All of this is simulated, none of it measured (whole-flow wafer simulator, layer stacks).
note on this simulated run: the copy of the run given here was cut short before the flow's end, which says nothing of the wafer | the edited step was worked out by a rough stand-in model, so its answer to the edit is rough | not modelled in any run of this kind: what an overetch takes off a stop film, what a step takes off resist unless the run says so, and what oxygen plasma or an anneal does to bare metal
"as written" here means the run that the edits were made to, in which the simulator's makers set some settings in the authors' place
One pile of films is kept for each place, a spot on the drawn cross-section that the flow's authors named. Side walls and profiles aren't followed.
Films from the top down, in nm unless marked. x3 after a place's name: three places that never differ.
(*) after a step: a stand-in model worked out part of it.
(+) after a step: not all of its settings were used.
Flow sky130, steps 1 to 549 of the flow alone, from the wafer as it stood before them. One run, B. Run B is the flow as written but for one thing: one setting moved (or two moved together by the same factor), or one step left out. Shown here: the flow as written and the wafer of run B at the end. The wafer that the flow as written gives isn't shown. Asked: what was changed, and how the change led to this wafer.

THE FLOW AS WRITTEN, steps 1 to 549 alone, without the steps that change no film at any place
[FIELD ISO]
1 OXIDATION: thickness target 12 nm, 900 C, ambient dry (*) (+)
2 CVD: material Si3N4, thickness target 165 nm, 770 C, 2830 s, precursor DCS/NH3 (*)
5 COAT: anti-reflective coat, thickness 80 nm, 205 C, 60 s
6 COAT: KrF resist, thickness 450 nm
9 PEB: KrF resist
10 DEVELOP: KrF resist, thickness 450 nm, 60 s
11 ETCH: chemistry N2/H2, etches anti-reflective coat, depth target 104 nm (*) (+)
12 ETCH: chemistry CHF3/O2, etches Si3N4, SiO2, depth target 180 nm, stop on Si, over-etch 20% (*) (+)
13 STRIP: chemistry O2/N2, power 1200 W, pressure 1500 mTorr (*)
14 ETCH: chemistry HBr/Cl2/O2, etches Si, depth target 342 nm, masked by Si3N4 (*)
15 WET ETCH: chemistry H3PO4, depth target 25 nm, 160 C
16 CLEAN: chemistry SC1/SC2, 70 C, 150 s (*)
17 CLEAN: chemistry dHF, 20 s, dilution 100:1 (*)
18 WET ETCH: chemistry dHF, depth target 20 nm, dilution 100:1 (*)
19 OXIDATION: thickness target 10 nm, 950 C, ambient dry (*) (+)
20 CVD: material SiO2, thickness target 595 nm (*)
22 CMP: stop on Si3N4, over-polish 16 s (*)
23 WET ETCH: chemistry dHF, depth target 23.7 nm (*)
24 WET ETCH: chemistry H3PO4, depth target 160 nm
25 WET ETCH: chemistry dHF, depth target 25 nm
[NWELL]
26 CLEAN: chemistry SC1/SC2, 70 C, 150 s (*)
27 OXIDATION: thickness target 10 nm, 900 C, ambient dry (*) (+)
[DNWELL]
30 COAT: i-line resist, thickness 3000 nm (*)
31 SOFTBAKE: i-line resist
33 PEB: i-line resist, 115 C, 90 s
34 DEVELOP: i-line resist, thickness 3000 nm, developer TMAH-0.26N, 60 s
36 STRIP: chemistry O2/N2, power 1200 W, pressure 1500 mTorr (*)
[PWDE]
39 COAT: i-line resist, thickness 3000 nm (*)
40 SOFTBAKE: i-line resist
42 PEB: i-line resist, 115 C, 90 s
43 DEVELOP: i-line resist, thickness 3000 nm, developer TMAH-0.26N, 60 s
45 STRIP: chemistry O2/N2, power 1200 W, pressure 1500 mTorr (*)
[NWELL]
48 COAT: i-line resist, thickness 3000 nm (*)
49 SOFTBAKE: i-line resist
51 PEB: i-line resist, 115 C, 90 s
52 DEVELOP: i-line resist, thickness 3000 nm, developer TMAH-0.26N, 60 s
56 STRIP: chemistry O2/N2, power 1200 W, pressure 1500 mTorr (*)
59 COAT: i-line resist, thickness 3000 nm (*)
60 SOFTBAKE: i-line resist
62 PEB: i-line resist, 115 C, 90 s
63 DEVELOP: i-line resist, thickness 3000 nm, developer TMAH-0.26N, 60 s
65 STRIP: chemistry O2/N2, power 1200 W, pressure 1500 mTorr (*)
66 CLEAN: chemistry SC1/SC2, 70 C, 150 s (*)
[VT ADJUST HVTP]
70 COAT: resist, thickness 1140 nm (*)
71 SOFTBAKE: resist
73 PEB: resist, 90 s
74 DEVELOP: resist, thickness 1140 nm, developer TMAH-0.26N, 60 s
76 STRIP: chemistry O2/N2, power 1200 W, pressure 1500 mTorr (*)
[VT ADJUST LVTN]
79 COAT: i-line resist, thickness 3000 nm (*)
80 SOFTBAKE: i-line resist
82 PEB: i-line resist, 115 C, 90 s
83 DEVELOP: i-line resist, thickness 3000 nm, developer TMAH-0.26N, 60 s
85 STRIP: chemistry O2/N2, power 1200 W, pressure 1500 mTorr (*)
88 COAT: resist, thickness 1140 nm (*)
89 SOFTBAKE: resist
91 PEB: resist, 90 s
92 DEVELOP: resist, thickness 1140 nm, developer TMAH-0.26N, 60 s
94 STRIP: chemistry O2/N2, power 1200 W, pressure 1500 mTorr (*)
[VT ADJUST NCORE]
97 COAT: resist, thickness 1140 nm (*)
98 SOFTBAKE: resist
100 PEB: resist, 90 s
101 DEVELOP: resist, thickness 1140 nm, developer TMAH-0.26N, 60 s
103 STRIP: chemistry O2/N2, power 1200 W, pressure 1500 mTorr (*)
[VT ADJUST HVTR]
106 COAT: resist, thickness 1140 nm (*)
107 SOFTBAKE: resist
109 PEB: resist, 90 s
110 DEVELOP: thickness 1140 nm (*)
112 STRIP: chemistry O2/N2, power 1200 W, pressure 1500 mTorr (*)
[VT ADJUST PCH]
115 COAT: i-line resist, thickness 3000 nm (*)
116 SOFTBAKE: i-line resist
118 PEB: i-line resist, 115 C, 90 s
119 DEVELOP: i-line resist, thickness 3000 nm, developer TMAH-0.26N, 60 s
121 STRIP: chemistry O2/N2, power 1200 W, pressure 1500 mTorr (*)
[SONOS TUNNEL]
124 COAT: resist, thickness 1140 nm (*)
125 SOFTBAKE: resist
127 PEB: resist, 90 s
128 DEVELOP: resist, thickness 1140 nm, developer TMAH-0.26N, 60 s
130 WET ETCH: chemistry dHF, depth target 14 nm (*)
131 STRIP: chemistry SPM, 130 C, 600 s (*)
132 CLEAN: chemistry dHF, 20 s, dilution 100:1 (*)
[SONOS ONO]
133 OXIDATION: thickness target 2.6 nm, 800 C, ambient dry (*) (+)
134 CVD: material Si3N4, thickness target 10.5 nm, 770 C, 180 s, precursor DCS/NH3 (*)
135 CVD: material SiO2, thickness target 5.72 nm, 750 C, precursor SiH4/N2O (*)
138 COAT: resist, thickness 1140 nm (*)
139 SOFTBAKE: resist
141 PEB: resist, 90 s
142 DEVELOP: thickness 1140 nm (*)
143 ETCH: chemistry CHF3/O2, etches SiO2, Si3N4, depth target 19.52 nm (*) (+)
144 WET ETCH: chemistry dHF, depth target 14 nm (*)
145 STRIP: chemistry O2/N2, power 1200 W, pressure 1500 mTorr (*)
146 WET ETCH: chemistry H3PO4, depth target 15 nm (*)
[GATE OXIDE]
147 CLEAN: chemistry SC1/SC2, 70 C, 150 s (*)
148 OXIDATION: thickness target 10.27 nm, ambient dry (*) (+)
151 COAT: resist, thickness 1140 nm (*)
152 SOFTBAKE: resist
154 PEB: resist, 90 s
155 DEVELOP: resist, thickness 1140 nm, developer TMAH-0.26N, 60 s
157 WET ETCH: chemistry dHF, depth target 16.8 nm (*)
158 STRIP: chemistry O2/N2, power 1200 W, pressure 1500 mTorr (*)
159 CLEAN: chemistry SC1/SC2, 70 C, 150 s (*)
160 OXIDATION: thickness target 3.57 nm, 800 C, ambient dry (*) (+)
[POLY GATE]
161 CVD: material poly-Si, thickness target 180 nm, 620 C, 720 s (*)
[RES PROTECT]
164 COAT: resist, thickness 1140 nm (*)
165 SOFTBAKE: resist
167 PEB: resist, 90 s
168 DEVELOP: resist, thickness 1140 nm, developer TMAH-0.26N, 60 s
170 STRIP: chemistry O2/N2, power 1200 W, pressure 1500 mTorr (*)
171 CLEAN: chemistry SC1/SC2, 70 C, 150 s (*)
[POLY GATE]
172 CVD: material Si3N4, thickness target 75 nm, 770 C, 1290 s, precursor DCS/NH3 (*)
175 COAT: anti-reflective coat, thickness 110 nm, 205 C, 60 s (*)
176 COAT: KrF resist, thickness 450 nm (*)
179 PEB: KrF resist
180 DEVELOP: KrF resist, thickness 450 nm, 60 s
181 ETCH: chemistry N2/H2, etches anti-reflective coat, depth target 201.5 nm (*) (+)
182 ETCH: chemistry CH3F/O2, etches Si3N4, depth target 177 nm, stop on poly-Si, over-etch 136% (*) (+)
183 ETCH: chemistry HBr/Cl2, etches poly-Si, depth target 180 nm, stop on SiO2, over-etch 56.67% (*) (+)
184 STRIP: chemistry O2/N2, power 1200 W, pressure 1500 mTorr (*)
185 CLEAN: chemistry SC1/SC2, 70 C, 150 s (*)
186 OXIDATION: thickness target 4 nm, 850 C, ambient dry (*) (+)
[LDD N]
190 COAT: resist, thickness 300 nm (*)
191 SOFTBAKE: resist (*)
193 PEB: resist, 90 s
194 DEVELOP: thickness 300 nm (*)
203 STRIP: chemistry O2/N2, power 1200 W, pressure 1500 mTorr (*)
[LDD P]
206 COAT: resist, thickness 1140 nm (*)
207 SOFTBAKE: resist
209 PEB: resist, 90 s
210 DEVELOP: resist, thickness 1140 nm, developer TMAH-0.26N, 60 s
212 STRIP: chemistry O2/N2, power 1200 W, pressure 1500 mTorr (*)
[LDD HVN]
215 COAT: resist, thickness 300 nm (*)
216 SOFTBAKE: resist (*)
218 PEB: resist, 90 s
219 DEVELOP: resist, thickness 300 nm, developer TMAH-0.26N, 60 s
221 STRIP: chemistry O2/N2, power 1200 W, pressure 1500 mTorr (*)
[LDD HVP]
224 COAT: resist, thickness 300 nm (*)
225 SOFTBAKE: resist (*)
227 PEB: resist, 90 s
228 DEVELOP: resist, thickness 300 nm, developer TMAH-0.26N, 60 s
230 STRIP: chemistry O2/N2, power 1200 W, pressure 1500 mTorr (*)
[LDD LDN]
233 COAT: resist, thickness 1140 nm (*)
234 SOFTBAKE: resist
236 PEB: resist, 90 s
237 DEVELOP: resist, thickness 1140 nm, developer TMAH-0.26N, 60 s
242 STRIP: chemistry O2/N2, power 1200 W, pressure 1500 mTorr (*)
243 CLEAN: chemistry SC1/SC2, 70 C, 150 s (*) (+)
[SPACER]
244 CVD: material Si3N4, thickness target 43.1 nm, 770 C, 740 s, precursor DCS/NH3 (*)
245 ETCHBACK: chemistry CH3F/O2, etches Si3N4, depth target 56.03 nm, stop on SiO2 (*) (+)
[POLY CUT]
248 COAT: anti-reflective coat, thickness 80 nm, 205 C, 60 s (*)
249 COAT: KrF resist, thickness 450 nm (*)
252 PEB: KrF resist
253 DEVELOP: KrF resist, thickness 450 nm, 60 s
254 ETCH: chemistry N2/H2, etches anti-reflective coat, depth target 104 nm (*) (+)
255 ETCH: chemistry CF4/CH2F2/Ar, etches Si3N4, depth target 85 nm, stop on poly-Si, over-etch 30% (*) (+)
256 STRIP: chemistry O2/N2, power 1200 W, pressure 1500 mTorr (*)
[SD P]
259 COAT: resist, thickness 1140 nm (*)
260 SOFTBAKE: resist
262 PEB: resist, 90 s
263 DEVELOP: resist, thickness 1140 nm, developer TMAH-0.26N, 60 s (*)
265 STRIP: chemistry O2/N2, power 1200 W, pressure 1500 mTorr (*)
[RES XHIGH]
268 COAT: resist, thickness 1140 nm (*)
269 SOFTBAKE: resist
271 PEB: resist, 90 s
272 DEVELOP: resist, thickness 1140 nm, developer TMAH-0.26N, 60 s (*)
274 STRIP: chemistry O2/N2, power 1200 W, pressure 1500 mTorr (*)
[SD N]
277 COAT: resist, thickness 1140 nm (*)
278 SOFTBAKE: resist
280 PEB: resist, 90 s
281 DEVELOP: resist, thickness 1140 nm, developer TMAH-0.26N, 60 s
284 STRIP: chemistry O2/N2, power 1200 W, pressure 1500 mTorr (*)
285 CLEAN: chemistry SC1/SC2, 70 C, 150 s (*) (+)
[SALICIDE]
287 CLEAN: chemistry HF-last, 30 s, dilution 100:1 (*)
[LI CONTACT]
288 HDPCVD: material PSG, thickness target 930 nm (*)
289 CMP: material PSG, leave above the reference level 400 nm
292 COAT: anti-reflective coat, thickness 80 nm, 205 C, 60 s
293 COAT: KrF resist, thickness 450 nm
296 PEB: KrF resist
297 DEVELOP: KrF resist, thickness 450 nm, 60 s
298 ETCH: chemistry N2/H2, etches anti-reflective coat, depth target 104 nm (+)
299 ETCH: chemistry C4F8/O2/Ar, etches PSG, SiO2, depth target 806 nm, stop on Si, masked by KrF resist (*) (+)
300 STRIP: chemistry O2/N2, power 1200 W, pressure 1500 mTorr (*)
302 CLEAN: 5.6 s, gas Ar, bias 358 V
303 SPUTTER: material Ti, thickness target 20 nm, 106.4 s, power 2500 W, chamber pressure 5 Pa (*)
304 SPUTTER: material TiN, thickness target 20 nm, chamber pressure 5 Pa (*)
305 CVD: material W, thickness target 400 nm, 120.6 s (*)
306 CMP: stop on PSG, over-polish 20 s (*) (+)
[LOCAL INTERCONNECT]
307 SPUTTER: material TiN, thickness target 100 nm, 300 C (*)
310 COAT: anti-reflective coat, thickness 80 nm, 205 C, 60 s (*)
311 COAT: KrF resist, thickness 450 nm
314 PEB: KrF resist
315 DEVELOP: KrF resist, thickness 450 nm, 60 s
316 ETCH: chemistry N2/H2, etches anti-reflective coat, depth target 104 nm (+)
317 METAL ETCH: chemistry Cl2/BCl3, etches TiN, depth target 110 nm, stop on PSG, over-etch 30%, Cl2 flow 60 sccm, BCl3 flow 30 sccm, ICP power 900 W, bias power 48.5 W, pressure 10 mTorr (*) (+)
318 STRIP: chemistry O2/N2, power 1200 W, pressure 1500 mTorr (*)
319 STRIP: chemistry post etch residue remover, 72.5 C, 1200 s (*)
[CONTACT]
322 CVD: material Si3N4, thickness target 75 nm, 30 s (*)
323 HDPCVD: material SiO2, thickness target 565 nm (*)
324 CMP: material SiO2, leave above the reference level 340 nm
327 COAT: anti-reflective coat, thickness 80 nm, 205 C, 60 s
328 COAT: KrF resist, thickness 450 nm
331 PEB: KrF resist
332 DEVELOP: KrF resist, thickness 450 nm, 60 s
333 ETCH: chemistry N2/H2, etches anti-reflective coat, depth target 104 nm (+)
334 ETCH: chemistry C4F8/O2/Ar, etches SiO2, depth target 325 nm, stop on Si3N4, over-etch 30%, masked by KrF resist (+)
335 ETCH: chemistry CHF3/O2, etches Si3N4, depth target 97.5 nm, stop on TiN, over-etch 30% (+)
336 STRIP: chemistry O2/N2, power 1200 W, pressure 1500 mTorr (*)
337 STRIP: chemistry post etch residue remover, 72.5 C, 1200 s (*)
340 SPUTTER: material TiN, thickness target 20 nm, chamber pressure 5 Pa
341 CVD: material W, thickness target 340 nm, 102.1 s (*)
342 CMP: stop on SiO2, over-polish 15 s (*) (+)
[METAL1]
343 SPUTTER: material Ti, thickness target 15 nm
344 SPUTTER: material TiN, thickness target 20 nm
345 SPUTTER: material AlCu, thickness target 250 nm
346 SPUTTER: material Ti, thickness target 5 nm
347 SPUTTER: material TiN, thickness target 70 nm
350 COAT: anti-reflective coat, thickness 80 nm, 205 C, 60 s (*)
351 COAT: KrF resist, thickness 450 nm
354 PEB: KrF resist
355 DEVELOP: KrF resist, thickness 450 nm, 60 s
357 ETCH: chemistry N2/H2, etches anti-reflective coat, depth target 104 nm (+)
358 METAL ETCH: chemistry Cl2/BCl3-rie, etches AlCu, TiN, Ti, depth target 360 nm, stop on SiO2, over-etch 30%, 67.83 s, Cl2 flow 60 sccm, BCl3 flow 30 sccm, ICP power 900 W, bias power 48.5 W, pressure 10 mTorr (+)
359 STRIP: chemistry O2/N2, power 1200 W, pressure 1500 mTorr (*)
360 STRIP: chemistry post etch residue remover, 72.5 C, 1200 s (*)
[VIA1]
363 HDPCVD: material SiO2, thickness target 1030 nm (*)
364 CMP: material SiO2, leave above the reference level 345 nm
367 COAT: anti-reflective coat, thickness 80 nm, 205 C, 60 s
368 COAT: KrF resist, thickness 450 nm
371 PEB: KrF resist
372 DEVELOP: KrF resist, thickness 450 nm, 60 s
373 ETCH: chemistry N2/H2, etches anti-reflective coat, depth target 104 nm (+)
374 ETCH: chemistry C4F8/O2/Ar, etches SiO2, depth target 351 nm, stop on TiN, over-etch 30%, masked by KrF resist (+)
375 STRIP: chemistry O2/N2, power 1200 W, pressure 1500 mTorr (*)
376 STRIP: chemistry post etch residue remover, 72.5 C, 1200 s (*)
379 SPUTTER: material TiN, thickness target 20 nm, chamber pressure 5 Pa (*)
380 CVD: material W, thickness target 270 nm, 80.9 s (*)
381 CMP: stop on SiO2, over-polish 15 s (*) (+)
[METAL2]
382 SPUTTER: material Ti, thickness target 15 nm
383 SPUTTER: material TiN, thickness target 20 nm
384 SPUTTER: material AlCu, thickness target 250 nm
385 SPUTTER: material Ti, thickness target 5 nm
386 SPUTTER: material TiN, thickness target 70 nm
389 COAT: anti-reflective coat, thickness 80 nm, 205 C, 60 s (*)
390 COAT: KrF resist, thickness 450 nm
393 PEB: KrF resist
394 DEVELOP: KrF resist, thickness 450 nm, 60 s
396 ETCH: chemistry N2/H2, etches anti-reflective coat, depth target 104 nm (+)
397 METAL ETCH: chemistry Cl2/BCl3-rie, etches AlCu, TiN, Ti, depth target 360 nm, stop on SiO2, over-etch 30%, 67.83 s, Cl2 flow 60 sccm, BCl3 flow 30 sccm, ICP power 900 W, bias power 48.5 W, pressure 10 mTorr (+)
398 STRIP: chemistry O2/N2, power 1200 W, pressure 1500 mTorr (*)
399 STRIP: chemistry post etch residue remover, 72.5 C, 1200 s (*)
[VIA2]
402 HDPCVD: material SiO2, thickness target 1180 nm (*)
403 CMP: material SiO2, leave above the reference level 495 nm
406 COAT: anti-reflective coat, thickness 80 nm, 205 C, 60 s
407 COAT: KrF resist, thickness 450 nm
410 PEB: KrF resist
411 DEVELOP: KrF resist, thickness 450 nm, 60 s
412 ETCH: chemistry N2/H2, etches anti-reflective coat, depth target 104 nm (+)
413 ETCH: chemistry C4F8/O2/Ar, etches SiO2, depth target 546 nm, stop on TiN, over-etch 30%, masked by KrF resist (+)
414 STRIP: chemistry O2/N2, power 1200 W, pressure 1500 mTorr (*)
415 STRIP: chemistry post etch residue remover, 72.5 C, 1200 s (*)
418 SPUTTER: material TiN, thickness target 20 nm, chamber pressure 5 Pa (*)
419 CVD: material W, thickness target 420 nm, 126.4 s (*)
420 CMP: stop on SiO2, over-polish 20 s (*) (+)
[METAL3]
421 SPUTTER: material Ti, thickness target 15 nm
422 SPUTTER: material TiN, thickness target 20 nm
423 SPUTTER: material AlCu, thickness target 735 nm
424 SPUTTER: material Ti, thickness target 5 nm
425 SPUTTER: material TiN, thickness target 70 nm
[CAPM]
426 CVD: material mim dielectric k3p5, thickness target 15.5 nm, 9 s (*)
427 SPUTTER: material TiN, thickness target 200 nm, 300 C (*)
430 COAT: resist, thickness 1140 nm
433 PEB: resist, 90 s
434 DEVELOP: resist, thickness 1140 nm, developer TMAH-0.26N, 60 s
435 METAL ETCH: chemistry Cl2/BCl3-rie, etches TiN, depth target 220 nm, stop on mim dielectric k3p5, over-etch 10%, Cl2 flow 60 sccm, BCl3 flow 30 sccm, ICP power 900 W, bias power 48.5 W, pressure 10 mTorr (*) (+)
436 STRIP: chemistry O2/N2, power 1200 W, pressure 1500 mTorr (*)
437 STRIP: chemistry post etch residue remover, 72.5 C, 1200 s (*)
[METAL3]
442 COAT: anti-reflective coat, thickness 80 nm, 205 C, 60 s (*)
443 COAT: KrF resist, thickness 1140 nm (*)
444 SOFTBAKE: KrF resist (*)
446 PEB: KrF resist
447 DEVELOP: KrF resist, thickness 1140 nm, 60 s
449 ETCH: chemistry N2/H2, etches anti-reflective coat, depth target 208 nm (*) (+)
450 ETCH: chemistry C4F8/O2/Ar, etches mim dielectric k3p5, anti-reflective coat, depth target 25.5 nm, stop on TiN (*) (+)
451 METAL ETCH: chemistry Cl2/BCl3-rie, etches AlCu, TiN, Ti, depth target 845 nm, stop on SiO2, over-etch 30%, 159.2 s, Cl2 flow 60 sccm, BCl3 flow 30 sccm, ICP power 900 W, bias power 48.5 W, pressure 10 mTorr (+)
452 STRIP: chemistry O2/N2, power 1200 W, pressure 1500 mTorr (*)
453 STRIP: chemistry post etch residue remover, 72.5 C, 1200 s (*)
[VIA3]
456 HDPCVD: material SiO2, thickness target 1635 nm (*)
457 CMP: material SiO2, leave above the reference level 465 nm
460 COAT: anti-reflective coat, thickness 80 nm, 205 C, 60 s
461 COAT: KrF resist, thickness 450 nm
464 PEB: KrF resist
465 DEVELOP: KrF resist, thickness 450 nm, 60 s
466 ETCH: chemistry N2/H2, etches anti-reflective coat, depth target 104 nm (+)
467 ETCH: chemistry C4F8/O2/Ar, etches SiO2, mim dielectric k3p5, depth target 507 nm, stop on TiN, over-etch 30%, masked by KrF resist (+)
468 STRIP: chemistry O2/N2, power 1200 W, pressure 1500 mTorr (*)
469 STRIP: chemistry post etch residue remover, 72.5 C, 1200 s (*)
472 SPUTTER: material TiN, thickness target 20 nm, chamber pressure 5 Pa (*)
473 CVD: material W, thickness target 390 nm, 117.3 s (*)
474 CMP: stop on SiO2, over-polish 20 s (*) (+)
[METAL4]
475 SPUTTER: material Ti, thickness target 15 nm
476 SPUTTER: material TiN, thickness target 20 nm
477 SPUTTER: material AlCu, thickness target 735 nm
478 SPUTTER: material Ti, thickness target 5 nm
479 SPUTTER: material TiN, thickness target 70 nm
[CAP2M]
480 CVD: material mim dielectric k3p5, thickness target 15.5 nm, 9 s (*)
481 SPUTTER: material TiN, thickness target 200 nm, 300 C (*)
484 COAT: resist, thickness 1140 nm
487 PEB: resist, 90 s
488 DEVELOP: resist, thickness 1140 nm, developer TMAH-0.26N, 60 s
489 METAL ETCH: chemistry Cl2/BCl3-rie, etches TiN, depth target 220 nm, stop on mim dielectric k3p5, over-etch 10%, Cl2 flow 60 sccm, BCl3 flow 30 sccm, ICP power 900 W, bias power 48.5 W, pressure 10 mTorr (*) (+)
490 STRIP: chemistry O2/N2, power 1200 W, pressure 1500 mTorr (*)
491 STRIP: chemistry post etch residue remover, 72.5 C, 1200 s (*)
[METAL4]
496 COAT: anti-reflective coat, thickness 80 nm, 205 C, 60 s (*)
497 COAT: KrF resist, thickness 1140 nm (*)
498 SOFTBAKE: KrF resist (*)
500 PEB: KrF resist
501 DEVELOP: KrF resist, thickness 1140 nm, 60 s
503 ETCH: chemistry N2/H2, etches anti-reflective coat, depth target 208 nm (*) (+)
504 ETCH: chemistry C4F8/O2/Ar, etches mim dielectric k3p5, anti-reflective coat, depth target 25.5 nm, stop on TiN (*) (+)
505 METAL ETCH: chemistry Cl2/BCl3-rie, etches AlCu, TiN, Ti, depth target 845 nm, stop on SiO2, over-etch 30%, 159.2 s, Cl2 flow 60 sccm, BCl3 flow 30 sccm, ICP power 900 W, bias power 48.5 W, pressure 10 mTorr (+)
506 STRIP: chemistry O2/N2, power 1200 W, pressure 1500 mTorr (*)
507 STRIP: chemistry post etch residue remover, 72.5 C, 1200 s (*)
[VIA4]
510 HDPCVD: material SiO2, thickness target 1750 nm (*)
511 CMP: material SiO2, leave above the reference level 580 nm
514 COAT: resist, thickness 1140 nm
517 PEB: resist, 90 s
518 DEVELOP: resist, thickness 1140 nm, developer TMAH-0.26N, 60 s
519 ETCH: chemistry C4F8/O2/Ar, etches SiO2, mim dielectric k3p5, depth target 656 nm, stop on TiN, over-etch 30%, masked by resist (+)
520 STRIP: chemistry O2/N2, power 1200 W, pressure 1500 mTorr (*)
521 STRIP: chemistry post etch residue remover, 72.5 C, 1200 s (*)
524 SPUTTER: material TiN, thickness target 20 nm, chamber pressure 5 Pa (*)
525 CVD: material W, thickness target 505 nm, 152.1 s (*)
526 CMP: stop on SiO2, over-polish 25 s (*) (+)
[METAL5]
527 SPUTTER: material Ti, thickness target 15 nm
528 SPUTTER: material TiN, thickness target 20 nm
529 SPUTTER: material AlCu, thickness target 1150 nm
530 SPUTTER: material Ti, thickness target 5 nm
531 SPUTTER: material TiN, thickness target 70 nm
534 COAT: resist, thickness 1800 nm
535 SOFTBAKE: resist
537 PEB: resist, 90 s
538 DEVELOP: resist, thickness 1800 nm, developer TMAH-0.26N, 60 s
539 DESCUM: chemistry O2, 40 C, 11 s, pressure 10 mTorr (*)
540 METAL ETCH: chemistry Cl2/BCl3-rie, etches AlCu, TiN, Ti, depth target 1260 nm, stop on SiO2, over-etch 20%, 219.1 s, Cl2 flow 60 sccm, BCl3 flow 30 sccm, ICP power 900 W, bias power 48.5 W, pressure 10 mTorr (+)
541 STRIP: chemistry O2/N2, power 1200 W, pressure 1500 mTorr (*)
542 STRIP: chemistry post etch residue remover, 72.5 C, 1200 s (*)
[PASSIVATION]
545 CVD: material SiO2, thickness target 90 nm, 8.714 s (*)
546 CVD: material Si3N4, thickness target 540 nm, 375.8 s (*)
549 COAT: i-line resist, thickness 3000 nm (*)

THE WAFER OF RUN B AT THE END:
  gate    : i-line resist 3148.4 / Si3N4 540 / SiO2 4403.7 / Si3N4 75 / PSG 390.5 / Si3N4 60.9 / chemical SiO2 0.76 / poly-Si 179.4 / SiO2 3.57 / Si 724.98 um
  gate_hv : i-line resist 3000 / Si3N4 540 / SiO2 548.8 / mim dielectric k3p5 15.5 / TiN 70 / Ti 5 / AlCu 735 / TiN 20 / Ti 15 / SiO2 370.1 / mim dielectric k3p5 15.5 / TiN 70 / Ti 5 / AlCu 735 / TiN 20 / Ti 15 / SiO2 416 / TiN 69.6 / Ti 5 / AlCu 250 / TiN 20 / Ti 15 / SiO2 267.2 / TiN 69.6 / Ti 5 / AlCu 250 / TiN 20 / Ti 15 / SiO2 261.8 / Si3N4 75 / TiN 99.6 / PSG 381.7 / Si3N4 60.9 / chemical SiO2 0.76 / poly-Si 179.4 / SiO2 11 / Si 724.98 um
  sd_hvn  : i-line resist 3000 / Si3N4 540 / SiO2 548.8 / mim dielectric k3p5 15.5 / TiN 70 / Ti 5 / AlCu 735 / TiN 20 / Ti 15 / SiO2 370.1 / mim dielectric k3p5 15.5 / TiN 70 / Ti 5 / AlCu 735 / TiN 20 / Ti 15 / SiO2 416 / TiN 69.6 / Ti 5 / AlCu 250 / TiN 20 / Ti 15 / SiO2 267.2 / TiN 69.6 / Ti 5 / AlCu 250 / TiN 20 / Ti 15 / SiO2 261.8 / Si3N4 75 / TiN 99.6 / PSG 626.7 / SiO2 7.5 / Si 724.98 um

The cause: step 285, CLEAN: 209 s was run, where the flow has 150 s; step 287, CLEAN: 41.9 s was run, where the flow has 30 s.

How the change led to this, step by step:
  287 CLEAN: chemistry HF-last, 30 s, dilution 100:1 (*)
      field, mim, iso_guard and 62 more: SiO2 -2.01 (as written it would be: SiO2 -1.44)
      active, p_well, sd_n and 38 more: SiO2 -1.83 (as written it would be: SiO2 -1.31)
  299 ETCH: chemistry C4F8/O2/Ar, etches PSG, SiO2, depth target 806 nm, stop on Si, masked by KrF resist (*) (+)
      contact, ndiff_licon, ndiff_licon_cpp: PSG -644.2 (all of it), SiO2 -0.5 (all of it) (as written it would be: PSG -643.6 (all of it), SiO2 -1.16 (all of it))
